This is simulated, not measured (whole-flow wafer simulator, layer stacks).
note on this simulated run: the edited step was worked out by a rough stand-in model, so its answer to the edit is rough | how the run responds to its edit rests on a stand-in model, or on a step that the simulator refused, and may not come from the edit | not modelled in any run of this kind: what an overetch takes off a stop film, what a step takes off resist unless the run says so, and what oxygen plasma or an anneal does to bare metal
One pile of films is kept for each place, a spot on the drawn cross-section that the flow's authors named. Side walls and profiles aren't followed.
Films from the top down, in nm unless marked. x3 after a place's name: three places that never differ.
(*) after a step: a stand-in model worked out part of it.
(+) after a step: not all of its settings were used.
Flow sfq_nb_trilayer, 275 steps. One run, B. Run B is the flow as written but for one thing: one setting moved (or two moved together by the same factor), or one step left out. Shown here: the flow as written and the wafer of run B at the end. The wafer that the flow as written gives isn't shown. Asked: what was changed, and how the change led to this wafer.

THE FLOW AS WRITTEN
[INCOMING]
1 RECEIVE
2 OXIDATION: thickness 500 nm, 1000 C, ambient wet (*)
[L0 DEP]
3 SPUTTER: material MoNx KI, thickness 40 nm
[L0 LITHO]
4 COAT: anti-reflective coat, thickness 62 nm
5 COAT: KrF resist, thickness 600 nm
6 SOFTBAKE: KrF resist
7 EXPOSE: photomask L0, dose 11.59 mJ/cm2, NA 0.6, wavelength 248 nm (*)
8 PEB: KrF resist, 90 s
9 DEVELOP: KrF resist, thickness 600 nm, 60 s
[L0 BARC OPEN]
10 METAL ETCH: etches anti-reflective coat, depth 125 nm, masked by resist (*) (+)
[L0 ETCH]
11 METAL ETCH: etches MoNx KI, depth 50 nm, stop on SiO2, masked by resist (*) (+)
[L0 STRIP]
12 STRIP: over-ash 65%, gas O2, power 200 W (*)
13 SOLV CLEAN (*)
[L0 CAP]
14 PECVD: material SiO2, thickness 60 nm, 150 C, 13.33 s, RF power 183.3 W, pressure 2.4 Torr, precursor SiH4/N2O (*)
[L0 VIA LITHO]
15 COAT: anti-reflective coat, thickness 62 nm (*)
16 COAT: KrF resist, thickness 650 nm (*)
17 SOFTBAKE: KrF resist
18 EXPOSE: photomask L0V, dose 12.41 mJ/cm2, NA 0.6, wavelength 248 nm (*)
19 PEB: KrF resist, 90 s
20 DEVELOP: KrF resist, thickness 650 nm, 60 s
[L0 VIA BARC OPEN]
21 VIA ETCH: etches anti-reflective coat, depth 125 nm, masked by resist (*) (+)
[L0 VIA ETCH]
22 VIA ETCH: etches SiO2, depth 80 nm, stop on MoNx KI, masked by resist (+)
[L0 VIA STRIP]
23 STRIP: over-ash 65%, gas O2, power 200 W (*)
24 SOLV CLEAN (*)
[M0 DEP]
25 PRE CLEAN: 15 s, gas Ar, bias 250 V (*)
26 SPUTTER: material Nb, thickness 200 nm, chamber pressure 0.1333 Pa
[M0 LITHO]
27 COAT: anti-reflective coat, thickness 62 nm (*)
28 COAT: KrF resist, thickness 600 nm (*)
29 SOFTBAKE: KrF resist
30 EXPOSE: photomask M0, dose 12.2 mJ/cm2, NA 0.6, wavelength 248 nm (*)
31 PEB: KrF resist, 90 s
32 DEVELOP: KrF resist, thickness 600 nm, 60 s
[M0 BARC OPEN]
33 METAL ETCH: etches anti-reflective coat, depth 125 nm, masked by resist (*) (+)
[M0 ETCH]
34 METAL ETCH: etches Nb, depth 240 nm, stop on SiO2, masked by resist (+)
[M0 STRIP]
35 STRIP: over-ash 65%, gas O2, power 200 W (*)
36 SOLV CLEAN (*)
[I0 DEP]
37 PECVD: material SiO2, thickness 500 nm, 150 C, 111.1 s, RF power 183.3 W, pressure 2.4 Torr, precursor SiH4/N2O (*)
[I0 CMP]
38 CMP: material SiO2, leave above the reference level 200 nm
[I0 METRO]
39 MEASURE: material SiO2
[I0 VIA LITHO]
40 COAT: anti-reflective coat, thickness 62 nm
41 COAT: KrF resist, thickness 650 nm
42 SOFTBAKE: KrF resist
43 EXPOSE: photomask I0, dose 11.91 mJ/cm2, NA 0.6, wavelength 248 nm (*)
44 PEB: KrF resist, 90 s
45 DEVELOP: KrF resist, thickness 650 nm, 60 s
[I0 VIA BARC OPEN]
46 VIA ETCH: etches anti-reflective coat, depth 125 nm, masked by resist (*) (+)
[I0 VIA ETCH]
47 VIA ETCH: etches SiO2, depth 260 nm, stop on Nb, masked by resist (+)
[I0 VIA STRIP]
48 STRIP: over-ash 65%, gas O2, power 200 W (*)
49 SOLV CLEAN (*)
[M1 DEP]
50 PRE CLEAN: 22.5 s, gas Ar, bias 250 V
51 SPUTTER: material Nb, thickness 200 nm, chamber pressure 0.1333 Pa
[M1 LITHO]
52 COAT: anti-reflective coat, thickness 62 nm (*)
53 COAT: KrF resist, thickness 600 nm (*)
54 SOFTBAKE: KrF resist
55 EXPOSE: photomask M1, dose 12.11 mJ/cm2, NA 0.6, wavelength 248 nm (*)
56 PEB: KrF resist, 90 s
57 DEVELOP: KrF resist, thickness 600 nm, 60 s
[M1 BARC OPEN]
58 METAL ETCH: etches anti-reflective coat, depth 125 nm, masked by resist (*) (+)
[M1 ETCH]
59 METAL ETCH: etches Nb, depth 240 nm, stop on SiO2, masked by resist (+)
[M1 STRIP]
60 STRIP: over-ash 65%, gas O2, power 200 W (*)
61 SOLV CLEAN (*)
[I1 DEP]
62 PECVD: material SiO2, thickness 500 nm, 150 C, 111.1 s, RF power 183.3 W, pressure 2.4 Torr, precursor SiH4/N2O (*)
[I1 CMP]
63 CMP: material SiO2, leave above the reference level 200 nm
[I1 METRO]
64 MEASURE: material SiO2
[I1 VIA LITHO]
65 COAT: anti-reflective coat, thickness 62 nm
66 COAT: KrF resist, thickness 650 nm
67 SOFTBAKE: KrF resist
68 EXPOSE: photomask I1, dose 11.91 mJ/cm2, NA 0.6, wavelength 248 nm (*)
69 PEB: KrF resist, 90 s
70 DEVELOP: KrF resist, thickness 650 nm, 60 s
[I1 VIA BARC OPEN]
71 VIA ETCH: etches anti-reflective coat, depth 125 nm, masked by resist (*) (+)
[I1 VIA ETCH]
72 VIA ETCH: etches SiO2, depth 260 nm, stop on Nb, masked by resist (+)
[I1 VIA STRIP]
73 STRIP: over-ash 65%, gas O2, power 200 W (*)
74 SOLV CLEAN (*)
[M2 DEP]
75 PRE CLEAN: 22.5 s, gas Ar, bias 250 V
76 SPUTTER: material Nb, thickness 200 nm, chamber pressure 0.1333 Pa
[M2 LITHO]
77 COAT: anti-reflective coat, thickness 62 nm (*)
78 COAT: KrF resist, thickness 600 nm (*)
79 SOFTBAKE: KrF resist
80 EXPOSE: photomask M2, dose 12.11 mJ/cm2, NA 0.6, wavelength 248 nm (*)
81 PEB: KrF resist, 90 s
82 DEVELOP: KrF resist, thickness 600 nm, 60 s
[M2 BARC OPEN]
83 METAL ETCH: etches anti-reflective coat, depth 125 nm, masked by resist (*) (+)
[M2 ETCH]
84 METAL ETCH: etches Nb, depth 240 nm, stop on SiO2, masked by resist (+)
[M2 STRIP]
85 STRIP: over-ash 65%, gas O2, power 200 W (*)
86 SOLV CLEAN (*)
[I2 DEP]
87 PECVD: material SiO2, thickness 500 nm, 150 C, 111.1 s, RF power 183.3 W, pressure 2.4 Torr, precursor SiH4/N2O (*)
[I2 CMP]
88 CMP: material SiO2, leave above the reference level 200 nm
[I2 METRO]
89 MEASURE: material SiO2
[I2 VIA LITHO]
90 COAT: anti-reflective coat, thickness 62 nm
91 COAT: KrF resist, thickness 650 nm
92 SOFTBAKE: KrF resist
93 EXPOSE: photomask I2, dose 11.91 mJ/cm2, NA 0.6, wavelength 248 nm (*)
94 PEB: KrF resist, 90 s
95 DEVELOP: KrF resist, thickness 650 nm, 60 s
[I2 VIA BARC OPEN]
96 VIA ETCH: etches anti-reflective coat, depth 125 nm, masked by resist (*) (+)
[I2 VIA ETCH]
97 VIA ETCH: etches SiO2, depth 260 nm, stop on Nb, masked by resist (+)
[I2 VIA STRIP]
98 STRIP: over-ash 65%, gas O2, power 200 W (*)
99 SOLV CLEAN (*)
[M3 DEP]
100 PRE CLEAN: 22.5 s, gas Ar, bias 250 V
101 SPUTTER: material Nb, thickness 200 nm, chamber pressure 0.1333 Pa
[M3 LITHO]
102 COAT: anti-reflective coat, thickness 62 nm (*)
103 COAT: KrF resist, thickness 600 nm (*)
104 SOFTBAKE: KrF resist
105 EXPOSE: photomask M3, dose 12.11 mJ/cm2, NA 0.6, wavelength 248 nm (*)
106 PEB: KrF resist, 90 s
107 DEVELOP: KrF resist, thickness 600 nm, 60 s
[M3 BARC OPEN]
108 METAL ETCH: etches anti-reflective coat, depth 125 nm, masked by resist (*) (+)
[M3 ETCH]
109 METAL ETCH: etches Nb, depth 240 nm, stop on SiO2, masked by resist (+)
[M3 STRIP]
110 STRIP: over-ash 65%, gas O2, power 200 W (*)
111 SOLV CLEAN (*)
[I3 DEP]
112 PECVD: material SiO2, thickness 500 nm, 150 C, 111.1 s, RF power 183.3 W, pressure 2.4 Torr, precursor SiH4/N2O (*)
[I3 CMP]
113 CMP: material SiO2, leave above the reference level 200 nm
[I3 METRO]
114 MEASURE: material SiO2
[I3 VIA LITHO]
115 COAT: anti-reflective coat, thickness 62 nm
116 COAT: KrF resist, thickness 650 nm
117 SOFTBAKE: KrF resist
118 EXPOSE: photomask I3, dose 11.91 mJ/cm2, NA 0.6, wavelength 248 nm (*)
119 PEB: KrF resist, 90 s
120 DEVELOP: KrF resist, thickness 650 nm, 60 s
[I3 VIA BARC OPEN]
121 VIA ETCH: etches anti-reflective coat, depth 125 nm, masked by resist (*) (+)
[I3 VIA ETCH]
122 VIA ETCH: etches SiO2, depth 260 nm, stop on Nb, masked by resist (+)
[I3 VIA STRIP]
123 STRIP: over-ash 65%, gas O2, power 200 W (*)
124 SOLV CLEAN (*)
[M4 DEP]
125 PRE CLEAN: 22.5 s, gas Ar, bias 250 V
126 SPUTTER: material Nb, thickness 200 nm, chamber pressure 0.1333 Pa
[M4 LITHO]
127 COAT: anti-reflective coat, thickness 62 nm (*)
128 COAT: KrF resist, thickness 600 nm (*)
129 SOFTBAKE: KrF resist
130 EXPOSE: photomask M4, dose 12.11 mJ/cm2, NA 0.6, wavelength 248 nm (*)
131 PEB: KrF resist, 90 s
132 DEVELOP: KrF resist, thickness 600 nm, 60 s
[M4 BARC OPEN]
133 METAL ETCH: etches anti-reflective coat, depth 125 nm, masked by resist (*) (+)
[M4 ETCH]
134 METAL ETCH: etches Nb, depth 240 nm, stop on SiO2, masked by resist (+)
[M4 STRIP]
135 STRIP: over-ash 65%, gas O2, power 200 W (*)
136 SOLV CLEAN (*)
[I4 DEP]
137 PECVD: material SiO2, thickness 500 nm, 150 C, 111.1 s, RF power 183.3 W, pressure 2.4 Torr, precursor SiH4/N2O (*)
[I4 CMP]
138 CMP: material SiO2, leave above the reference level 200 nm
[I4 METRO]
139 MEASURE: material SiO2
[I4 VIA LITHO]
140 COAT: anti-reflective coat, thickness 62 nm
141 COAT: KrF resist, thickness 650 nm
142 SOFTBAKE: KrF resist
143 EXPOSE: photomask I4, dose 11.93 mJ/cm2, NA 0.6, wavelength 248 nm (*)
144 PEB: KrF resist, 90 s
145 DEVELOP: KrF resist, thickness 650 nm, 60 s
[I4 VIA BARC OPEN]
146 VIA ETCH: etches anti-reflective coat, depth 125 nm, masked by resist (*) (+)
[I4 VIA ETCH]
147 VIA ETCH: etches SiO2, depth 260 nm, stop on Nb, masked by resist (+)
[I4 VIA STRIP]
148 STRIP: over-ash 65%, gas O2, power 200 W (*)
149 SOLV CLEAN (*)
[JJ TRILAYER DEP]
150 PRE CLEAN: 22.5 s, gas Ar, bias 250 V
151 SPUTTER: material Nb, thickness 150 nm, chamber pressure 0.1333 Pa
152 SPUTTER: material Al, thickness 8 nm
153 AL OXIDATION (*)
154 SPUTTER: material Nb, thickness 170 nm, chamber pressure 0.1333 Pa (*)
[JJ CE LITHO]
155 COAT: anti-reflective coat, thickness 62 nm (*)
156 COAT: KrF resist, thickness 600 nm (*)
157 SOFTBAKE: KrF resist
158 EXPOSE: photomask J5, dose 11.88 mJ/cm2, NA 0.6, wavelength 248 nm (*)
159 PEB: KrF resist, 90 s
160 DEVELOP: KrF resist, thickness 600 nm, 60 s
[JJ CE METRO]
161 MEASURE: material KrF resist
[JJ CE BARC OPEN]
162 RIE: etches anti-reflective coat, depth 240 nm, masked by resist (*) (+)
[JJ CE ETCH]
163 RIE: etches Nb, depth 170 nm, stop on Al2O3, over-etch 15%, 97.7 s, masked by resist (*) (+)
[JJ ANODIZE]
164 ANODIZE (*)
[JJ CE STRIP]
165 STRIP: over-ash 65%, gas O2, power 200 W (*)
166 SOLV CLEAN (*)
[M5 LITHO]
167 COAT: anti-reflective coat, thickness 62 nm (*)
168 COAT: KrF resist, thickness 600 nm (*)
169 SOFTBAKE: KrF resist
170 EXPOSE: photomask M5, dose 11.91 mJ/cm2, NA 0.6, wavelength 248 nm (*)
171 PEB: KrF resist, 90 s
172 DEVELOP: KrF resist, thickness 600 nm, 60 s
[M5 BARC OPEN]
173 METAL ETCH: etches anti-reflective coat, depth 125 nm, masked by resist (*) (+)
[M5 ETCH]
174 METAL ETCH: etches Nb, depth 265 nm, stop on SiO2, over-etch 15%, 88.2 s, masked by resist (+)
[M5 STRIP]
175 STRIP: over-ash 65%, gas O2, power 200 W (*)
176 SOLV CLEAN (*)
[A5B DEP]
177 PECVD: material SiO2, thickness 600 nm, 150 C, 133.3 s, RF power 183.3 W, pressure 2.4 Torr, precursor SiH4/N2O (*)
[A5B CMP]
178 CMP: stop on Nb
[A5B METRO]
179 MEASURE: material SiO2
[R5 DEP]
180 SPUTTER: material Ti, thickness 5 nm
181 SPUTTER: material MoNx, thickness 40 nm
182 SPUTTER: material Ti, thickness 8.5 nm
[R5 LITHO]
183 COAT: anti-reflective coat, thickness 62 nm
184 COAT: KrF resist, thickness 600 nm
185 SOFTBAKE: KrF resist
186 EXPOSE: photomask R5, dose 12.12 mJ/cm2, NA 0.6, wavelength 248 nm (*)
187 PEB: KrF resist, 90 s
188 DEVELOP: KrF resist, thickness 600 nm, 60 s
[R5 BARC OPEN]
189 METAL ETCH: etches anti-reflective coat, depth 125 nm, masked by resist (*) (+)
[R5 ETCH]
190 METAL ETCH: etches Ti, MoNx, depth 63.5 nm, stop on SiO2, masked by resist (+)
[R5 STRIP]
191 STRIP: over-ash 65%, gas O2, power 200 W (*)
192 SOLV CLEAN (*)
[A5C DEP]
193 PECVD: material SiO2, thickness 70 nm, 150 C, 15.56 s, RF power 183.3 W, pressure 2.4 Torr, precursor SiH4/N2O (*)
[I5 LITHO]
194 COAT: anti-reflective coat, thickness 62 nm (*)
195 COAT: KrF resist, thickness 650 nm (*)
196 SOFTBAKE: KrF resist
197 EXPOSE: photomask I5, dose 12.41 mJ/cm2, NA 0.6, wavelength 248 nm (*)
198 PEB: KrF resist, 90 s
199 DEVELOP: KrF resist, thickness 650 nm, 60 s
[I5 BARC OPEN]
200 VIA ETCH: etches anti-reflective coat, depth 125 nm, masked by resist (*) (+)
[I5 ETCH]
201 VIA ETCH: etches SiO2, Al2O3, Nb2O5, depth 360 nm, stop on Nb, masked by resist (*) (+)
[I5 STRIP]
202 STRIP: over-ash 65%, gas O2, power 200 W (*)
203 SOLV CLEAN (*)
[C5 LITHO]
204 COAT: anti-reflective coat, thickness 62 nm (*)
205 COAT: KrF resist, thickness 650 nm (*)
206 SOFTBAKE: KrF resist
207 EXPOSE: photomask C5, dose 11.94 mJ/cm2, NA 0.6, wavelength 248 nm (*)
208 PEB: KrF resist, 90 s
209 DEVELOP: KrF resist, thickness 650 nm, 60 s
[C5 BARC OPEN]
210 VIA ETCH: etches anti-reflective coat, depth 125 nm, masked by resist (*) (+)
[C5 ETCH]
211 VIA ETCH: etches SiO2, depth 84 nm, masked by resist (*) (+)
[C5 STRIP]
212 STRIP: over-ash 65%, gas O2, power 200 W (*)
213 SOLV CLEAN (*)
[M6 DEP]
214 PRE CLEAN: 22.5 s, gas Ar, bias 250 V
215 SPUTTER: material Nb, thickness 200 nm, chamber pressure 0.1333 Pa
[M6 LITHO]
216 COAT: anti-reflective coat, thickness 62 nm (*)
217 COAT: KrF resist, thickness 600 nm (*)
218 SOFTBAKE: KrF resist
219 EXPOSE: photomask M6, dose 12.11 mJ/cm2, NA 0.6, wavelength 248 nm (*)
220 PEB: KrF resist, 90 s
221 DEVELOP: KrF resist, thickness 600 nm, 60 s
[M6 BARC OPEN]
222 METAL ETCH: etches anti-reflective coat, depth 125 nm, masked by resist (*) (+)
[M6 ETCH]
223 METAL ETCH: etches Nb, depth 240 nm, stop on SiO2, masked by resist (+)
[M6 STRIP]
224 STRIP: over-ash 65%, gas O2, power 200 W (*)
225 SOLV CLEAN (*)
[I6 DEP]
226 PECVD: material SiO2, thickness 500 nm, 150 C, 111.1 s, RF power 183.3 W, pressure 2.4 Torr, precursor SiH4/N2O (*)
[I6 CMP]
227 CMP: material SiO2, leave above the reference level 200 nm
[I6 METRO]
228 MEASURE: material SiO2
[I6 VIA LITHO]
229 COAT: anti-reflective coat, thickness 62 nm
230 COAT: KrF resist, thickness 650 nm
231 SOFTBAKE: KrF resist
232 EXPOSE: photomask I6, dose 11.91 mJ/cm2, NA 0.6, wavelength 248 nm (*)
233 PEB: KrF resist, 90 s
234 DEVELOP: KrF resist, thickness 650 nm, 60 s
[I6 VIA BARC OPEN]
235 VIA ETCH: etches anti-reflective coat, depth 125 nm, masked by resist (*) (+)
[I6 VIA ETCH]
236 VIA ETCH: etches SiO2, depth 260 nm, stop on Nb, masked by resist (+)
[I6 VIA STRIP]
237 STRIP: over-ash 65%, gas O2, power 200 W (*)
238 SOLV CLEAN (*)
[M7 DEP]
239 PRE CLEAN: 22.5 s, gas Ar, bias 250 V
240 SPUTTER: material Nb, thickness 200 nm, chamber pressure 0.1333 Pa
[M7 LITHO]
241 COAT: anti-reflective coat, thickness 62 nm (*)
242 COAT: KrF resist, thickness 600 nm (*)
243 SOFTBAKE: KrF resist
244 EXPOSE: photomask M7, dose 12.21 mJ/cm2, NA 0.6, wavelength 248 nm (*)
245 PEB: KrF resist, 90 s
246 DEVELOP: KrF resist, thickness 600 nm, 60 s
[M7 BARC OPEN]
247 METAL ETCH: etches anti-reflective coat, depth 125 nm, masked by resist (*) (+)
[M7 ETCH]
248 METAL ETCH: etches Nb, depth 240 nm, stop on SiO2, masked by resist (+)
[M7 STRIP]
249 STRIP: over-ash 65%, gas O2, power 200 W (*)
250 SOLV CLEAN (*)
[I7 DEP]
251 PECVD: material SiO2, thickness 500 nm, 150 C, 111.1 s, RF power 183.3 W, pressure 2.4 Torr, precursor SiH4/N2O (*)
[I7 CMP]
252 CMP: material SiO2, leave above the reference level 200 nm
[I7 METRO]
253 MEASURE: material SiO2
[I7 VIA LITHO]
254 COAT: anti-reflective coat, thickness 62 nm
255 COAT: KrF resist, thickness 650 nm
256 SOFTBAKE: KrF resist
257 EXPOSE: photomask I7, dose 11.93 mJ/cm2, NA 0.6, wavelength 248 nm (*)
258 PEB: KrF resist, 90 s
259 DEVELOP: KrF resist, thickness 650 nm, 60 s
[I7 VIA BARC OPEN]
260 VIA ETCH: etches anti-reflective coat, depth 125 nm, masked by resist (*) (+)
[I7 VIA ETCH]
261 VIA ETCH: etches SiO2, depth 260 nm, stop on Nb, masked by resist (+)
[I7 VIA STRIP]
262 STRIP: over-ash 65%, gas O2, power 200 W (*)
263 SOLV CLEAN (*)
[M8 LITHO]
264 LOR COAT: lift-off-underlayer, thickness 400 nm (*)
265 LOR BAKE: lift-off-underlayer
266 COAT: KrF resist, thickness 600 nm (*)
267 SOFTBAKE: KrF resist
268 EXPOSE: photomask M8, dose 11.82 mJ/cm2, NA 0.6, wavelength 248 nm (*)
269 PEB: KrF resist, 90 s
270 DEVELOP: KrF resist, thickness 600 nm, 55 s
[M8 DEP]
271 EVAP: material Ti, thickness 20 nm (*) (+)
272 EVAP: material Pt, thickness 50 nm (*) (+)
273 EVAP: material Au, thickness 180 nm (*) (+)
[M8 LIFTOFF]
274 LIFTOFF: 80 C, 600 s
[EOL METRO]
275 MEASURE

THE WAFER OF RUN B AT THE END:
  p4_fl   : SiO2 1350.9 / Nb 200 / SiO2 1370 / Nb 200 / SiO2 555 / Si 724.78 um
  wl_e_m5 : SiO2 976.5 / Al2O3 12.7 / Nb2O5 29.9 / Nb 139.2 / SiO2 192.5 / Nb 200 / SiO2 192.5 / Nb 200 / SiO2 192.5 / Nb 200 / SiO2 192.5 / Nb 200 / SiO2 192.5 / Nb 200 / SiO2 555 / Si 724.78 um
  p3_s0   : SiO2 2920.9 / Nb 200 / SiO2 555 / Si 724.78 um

The cause: step 226, PECVD: thickness 275 nm was run, where the flow has thickness 500 nm; step 226, PECVD: 61.11 s was run, where the flow has 111.1 s.

How the change led to this, step by step:
  226 PECVD: material SiO2, thickness 500 nm, 150 C, 111.1 s, RF power 183.3 W, pressure 2.4 Torr, precursor SiH4/N2O (*)
      field_l, p4_fl, p4_fm and 62 more: SiO2 +275 (as written it would be: SiO2 +500)
      v_sur, via_wl, via_w and 21 more: SiO2 +275 (new film) (as written it would be: SiO2 +500 (new film))
      (and at 17 more places)
  227 CMP: material SiO2, leave above the reference level 200 nm
      field_l, p4_fl, p4_fm and 59 more: nothing (as written it would be: SiO2 -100)
      moat, field_r, lsp_l, ln_m5, lsp_m: nothing (as written it would be: SiO2 -93.6)
      (and at 39 more places)
  229 COAT: anti-reflective coat, thickness 62 nm
      l0v, wl_d_m1, wl_d_sr, wl_e_sl, wl_e_m5: anti-reflective coat +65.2 (new film) (as written it would be: anti-reflective coat +62 (new film))
      p3_l2, p3_s2, p3_s5, p3_l6, r5r_line_c: anti-reflective coat +63.6 (new film) (as written it would be: anti-reflective coat +62 (new film))
      (and at 84 more places)
  230 COAT: KrF resist, thickness 650 nm
      ce_r, m5r_linepad_l x2: KrF resist +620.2 (new film) (as written it would be: KrF resist +650 (new film))
      wl_e_sr, m5r_line_l x2: KrF resist +664 (new film) (as written it would be: KrF resist +650 (new film))
      (and at 65 more places)
  234 DEVELOP: KrF resist, thickness 650 nm, 60 s
      via_v: KrF resist -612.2 (all of it) (as written it would be: KrF resist -648.6 (all of it))
  235 VIA ETCH: etches anti-reflective coat, depth 125 nm, masked by resist (*) (+)
      field_l, v_sur, via_wl and 102 more: KrF resist -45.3 (as written it would be: KrF resist -51.7)
      via_v: anti-reflective coat -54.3 (all of it), SiO2 -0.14 (as written it would be: anti-reflective coat -62 (all of it), SiO2 -0.16)
  237 STRIP: over-ash 65%, gas O2, power 200 W (*)
      p3_s3, p3_l4, p3_s4: KrF resist -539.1 (all of it), anti-reflective coat -63.4 (all of it) (as written it would be: KrF resist -528.6 (all of it), anti-reflective coat -62 (all of it))
      m0r_line_l, m7r_line_l: KrF resist -559.9 (all of it), anti-reflective coat -62.9 (all of it) (as written it would be: KrF resist -528.6 (all of it), anti-reflective coat -62 (all of it))
      (and at 94 more places)
  240 SPUTTER: material Nb, thickness 200 nm, chamber pressure 0.1333 Pa
      lsp_r, l0_sur, l0v: Nb +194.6 (new film) (as written it would be: Nb +200 (new film))
      moat, lsp_m: Nb +186.9 (new film) (as written it would be: Nb +200 (new film))
      (and at 2 more places)
  241 COAT: anti-reflective coat, thickness 62 nm (*)
      p3_s2, p3_l3, p3_l5, m0r_line_r, m7r_line_r: anti-reflective coat +63.4 (new film) (as written it would be: anti-reflective coat +62 (new film))
      wl_b_sl, wl_d_m1, wl_d_sr, wl_e_sl, wl_e_m5: anti-reflective coat +64.9 (new film) (as written it would be: anti-reflective coat +62 (new film))
      (and at 85 more places)
  242 COAT: KrF resist, thickness 600 nm (*)
      wl_b_sl, m5r_space_l x2: KrF resist +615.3 (new film) (as written it would be: KrF resist +600 (new film))
      wl_c_sl, wl_d_sl, wl_f_sl: KrF resist +613.8 (new film) (as written it would be: KrF resist +600 (new film))
      (and at 69 more places)
  246 DEVELOP: KrF resist, thickness 600 nm, 60 s
      wl_c_sl, wl_d_sl: KrF resist -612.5 (all of it) (as written it would be: KrF resist -598.7 (all of it))
      m0r_space_l, m7r_space_l: KrF resist -614.5 (all of it) (as written it would be: KrF resist -598.7 (all of it))
      (and at 31 more places)
  247 METAL ETCH: etches anti-reflective coat, depth 125 nm, masked by resist (*) (+)
      v_sur, via_wl, via_w and 38 more: KrF resist -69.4 (as written it would be: KrF resist -51.7)
      p3_s1, p3_l2, p3_s5, p3_l6: anti-reflective coat -63.5 (all of it) (as written it would be: anti-reflective coat -62 (all of it))
      (and at 52 more places)
  248 METAL ETCH: etches Nb, depth 240 nm, stop on SiO2, masked by resist (+)
      l0_sur, l0v: Nb -194.6 (all of it) (as written it would be: Nb -200 (all of it))
  249 STRIP: over-ash 65%, gas O2, power 200 W (*)
      v_sur: KrF resist -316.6 (all of it), anti-reflective coat -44 (all of it) (as written it would be: KrF resist -379.9 (all of it), anti-reflective coat -61.4 (all of it))
      via_wl: KrF resist -316 (all of it), anti-reflective coat -52.9 (all of it) (as written it would be: KrF resist -379.3 (all of it), anti-reflective coat -61.3 (all of it))
      (and at 37 more places)
  251 PECVD: material SiO2, thickness 500 nm, 150 C, 111.1 s, RF power 183.3 W, pressure 2.4 Torr, precursor SiH4/N2O (*)
      be: SiO2 +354 (new film) (as written it would be: SiO2 +500 (new film))
      gap: SiO2 +528 (new film) (as written it would be: SiO2 +500 (new film))
  252 CMP: material SiO2, leave above the reference level 200 nm
      field_l, p4_fl, p4_fm and 48 more: nothing (as written it would be: SiO2 -100)
      field_r, lsp_l: nothing (as written it would be: SiO2 -77.7)
      (and at 28 more places)
  ... 6 more steps ...
  274 LIFTOFF: 80 C, 600 s
      m5r_linepad_l x2: Au -180 (all of it), Pt -50 (all of it), Ti -20 (all of it), KrF resist -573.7 (all of it), lift-off-underlayer -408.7 (all of it) (as written it would be: Au -180 (all of it), Pt -50 (all of it), Ti -20 (all of it), KrF resist -576.2 (all of it), lift-off-underlayer -400 (all of it))
      m6r_line_l x2: Au -180 (all of it), Pt -50 (all of it), Ti -20 (all of it), KrF resist -575.3 (all of it), lift-off-underlayer -391.6 (all of it) (as written it would be: Au -180 (all of it), Pt -50 (all of it), Ti -20 (all of it), KrF resist -576.2 (all of it), lift-off-underlayer -400 (all of it))
      (and at 16 more places)
